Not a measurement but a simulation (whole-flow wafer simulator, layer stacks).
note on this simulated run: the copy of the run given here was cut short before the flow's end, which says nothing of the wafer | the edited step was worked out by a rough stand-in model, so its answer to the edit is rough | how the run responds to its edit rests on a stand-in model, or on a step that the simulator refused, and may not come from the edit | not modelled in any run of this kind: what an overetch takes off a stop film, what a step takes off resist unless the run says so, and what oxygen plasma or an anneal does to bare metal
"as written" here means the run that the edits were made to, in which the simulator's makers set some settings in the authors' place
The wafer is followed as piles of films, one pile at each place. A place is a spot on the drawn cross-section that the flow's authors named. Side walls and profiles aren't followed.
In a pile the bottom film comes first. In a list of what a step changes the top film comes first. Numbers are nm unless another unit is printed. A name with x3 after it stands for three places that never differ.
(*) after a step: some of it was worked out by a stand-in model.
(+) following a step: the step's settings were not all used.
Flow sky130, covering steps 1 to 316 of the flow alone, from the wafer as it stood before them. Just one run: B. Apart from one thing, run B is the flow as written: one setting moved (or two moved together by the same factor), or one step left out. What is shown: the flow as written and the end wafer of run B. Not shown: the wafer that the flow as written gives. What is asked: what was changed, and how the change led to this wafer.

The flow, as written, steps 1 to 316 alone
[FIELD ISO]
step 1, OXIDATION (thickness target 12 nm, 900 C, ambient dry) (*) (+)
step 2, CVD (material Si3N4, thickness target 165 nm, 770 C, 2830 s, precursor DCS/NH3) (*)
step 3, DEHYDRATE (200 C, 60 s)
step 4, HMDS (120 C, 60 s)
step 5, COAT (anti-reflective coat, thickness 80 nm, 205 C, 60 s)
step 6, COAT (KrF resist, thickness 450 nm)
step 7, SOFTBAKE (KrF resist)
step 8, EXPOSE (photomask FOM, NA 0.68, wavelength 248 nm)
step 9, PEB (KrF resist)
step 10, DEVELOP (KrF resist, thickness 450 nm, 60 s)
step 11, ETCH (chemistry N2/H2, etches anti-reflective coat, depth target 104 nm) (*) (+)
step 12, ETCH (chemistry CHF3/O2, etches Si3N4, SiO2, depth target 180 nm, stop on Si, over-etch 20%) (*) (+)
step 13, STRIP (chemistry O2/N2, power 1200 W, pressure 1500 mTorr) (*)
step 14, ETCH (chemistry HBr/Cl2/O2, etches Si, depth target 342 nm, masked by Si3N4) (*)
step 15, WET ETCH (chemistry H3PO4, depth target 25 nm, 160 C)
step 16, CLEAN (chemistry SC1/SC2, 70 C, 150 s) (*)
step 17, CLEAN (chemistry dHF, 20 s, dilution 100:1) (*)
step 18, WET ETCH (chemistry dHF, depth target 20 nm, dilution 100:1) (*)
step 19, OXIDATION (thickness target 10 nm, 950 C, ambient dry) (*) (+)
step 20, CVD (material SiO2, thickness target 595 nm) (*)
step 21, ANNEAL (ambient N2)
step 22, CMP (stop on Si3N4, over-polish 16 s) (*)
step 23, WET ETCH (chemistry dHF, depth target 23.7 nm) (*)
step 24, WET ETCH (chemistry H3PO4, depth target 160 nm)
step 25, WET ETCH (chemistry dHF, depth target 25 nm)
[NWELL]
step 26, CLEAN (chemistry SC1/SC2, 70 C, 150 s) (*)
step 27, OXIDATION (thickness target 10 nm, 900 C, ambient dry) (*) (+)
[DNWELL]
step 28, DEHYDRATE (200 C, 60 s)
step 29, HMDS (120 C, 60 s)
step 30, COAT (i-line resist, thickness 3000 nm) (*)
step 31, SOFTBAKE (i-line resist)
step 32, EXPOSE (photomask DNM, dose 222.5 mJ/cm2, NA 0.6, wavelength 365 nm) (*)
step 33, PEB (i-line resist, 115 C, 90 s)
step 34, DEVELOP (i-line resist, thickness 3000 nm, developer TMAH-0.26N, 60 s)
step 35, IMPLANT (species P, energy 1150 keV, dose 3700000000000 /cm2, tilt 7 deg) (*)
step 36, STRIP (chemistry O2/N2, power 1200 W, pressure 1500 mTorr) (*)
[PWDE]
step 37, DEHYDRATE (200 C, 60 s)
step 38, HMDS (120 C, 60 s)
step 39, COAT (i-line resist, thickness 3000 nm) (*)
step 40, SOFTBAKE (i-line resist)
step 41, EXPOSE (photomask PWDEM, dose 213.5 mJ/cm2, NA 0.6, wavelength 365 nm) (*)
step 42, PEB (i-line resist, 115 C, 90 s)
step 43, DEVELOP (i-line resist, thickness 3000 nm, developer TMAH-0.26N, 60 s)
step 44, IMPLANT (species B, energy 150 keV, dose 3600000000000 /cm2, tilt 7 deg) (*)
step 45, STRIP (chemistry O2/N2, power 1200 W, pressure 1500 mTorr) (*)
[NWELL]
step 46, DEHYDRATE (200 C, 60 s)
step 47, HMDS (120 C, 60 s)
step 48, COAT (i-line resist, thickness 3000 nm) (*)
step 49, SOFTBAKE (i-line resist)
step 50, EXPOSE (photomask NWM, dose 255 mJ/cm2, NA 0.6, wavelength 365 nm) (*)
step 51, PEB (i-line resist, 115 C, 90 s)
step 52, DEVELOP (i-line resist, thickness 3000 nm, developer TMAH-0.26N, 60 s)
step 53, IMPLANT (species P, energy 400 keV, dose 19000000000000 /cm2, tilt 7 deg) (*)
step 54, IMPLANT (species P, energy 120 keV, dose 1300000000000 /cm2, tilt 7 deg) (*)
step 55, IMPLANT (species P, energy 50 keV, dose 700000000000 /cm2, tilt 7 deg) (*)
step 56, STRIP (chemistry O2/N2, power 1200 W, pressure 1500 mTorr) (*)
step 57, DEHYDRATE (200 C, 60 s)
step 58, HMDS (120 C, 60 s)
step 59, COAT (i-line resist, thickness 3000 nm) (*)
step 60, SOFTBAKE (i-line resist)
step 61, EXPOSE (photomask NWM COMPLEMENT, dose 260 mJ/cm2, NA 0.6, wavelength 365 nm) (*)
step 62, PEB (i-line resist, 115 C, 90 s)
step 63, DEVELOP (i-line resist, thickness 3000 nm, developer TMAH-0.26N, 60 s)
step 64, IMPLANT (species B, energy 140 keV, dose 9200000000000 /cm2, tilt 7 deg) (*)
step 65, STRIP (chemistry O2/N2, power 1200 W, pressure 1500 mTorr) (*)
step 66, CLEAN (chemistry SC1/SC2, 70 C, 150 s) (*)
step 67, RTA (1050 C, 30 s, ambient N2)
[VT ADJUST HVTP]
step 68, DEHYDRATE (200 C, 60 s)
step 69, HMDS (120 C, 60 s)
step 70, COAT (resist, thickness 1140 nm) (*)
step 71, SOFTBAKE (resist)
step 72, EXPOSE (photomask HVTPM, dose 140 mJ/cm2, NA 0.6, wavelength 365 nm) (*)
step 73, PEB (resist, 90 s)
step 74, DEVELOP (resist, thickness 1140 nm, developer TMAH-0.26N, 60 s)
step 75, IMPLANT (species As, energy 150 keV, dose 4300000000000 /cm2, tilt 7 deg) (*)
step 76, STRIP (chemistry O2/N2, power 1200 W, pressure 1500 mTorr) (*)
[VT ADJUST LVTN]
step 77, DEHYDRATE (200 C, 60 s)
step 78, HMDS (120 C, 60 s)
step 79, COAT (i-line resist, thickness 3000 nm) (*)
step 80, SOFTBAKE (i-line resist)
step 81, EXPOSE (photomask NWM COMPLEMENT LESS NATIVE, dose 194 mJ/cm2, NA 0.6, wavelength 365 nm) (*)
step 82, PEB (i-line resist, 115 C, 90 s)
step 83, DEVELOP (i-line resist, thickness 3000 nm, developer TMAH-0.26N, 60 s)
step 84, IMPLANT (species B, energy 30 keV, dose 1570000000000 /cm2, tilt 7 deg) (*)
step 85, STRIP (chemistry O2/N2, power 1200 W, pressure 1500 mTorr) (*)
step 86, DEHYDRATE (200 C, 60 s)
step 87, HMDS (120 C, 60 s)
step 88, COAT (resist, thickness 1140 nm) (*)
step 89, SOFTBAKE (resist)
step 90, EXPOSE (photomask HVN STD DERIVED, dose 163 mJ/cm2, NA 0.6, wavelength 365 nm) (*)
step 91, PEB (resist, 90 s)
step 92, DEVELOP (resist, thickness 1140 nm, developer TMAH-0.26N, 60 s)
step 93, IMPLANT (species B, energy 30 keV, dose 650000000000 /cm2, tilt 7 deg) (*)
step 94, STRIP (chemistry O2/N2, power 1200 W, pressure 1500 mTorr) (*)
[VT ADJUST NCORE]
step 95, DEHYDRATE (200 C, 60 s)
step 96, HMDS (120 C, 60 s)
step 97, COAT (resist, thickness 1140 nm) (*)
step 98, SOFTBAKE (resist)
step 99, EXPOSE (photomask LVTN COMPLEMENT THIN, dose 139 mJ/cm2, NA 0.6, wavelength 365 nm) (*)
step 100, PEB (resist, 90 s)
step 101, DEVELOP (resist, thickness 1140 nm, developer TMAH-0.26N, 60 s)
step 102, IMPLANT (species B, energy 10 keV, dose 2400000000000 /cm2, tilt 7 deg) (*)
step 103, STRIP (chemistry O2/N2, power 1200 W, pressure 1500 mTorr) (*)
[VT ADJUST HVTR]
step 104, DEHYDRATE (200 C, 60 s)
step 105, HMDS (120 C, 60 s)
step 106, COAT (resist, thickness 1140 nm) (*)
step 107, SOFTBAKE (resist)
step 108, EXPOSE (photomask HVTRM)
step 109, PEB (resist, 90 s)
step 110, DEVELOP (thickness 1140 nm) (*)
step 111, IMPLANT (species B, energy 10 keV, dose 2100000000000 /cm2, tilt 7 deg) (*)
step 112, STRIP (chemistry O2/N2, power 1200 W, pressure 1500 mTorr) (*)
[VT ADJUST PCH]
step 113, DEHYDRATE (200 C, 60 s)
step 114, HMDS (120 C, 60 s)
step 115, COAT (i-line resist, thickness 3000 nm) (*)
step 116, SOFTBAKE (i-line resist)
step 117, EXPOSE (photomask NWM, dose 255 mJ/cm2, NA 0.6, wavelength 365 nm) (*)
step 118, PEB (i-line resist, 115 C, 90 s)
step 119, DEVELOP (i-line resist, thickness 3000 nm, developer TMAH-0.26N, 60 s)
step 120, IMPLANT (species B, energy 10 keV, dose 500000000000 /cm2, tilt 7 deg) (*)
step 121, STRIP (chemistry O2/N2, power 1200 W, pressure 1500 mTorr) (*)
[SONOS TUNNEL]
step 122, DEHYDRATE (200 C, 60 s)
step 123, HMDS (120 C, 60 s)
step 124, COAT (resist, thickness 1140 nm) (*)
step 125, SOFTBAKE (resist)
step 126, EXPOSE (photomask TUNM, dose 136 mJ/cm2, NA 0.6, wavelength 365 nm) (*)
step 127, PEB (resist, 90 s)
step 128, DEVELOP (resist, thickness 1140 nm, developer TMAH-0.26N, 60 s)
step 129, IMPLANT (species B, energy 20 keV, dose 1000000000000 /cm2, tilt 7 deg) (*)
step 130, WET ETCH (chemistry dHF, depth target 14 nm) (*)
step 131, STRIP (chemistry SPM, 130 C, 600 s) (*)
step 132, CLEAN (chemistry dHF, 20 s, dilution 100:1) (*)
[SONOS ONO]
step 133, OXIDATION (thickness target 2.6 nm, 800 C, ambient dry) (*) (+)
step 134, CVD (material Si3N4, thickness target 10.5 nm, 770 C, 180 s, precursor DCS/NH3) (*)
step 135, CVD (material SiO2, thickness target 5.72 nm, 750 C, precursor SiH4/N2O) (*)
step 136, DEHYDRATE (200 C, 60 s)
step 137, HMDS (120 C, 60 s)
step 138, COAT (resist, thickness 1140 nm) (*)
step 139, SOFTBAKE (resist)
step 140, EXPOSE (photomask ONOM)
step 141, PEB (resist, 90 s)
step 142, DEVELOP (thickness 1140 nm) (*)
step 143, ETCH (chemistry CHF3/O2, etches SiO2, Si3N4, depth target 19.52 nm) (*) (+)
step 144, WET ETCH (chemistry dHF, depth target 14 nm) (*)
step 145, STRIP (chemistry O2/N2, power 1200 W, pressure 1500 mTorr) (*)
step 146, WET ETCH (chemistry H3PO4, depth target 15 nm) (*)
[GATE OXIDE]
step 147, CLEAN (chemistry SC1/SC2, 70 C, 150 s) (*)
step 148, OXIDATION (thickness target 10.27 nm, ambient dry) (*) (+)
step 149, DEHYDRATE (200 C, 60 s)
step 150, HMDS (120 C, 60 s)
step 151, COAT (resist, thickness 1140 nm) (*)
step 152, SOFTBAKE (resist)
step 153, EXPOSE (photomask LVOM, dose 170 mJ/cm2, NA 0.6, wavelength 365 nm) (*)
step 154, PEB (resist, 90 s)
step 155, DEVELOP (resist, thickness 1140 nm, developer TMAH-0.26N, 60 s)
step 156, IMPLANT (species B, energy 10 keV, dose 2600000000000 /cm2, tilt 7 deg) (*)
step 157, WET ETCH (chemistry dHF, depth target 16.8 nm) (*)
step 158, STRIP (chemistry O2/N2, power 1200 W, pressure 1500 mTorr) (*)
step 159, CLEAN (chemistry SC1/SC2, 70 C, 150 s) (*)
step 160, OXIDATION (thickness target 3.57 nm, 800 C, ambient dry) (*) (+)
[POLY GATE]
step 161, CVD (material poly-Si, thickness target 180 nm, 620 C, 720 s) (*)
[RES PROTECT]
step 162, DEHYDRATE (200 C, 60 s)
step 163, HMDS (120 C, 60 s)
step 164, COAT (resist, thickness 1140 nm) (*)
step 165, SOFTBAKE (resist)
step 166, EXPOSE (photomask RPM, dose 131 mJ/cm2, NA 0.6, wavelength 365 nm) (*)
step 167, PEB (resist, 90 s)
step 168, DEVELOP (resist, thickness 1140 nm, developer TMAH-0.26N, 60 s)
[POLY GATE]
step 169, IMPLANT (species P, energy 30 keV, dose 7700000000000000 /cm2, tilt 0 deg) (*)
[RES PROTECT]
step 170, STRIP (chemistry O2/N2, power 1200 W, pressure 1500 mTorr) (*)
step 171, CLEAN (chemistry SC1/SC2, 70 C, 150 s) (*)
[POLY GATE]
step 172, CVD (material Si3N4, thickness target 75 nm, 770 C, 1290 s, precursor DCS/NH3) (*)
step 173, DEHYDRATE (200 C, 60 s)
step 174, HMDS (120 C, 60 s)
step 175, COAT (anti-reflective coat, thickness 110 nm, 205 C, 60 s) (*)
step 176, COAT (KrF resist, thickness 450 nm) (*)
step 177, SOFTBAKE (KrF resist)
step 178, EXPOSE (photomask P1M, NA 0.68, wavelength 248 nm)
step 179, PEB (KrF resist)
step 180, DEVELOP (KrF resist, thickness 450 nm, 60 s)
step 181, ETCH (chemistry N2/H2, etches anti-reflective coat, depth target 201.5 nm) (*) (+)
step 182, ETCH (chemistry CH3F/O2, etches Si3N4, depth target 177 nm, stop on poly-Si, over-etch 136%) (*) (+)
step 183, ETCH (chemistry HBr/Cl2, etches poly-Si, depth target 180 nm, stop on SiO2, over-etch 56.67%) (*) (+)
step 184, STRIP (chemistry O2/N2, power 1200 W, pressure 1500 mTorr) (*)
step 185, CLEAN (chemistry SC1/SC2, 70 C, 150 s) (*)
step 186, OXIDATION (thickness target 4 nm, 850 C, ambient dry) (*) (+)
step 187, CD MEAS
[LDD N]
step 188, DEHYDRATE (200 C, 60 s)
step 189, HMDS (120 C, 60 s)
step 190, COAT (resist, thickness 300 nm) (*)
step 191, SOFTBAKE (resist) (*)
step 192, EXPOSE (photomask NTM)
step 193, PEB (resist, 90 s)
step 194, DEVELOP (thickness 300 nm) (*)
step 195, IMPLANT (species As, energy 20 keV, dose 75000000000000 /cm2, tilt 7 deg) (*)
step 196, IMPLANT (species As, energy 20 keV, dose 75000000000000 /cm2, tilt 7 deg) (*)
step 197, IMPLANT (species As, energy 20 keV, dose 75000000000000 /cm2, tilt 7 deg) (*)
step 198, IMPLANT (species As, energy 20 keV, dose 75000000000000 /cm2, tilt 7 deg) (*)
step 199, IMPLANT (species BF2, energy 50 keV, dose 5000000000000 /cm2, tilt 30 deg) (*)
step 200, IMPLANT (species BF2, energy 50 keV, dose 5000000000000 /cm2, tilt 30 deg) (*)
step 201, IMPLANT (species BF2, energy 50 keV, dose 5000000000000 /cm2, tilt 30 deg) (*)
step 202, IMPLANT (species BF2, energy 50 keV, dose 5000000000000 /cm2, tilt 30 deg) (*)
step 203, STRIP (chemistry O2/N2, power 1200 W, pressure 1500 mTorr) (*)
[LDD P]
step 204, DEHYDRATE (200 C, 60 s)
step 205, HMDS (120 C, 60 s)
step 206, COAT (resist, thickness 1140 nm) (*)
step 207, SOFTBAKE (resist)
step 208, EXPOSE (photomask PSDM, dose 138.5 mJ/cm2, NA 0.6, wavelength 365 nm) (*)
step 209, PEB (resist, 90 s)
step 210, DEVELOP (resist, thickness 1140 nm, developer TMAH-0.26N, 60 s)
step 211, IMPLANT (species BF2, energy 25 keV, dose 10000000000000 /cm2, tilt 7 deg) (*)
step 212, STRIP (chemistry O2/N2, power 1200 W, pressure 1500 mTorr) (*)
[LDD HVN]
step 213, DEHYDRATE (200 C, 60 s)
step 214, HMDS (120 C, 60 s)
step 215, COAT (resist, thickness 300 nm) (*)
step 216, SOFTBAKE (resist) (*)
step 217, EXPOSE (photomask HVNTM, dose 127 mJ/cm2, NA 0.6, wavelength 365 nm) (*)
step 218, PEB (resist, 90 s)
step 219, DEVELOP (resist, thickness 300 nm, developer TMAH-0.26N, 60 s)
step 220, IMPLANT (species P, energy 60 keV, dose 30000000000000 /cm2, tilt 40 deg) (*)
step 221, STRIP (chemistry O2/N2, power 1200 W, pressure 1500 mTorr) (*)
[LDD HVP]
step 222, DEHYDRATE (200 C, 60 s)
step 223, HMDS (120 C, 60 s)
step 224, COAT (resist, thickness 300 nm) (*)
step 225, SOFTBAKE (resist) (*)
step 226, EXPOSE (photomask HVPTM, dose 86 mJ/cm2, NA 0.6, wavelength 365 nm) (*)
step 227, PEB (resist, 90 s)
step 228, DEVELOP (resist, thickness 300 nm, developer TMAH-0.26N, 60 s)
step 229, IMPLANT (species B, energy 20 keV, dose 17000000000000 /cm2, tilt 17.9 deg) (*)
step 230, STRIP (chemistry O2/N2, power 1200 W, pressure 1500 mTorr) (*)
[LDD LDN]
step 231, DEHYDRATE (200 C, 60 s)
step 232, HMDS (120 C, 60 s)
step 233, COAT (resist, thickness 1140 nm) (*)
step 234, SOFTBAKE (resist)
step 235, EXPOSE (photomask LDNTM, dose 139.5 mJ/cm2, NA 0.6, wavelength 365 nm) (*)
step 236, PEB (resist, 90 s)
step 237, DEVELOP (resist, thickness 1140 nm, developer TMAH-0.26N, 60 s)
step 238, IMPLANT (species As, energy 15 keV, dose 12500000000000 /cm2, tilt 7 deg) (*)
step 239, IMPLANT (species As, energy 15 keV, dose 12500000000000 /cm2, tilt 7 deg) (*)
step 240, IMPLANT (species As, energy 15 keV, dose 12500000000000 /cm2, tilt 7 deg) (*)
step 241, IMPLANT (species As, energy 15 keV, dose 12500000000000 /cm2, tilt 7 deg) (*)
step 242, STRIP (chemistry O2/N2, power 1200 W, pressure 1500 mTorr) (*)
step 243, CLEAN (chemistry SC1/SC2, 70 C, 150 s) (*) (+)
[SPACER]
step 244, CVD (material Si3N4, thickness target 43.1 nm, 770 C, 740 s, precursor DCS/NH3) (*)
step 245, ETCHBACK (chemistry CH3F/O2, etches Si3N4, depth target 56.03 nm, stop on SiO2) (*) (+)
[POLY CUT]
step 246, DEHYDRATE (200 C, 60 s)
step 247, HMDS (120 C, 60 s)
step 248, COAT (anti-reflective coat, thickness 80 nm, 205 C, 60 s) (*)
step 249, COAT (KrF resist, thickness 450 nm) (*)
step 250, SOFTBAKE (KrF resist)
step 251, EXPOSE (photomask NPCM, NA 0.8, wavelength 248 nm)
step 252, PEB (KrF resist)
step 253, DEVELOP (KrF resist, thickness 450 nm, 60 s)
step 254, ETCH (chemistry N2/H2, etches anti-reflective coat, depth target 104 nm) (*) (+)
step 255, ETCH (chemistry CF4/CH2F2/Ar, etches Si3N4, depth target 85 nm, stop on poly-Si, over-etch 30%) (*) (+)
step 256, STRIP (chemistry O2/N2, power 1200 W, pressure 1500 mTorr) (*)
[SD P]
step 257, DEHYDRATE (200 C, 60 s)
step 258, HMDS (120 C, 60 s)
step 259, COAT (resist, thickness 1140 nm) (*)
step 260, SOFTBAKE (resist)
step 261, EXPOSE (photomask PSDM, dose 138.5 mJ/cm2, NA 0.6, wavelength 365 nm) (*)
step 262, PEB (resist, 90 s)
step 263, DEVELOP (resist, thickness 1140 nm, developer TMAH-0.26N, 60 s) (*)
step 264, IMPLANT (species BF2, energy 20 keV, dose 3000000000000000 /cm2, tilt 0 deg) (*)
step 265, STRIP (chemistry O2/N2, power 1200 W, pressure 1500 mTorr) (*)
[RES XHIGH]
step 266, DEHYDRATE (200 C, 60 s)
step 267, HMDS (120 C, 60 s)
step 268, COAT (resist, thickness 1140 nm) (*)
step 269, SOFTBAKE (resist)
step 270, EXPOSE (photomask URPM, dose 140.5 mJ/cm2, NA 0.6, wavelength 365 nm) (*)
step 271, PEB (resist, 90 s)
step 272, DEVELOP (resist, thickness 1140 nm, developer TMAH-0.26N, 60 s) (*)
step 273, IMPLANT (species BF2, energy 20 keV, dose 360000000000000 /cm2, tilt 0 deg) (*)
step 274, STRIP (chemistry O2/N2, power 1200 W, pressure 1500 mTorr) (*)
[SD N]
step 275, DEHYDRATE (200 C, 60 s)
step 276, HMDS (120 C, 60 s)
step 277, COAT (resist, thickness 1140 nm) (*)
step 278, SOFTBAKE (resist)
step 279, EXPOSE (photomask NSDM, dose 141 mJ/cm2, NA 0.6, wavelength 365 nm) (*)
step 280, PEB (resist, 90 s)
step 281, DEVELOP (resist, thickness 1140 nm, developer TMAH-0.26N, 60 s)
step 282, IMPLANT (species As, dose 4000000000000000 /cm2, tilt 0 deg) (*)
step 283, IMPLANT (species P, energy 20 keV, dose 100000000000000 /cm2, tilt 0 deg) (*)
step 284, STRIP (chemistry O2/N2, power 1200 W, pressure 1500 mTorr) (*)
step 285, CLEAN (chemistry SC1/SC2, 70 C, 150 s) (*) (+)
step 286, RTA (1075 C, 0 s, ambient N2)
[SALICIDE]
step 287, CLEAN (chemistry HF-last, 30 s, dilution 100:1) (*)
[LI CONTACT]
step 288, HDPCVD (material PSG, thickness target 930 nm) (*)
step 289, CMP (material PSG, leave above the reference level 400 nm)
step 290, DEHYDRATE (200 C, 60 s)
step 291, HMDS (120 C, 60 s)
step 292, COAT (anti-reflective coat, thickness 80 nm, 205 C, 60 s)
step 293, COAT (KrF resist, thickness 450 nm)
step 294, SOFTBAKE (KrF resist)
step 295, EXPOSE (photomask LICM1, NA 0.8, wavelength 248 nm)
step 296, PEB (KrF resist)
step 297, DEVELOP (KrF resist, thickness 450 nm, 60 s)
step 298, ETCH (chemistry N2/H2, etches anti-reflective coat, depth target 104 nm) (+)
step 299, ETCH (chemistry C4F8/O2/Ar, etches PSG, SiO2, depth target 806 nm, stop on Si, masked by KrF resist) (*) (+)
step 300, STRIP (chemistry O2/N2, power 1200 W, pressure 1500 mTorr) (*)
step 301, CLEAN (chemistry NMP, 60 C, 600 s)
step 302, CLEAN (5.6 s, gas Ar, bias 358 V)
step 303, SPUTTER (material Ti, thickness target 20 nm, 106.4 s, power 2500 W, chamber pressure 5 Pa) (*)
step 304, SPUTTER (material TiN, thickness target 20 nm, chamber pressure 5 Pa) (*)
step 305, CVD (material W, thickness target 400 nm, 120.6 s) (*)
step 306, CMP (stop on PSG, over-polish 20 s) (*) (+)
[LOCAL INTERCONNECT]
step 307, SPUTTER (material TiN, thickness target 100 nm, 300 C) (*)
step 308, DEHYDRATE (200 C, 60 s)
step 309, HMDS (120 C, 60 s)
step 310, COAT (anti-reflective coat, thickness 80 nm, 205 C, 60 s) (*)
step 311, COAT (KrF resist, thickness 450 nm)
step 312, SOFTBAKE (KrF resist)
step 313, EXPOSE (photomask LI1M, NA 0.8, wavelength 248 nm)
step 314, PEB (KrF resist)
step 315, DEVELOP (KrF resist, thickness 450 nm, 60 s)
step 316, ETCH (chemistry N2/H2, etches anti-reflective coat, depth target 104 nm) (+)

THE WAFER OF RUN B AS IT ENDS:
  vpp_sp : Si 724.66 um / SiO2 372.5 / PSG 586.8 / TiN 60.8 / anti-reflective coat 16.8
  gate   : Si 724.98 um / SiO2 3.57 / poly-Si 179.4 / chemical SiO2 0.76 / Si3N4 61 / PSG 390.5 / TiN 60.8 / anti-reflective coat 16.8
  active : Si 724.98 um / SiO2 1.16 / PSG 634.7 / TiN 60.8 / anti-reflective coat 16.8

Cause: step 307, SPUTTER: thickness target 60.8 nm was run, though the flow has thickness target 100 nm; step 316, ETCH: depth target 63.2 nm was run, where the flow has depth target 104 nm.

The path from the change to this, step by step:
  step 307, SPUTTER (material TiN, thickness target 100 nm, 300 C) (*)
      field, active, n_well and 188 more: TiN gains 60.8 (new film) (in the flow as written it would be: TiN gains 100 (new film))
  step 316, ETCH (chemistry N2/H2, etches anti-reflective coat, depth target 104 nm) (+)
      field, active, gate and 87 more: anti-reflective coat loses 63.2 (in the flow as written it would be: anti-reflective coat loses 80 (all of it), TiN loses 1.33)
      rpo_hd: anti-reflective coat loses 63.2 (in the flow as written it would be: anti-reflective coat loses 80 (all of it), TiN loses 1.34)
      (as well as at 100 more places)
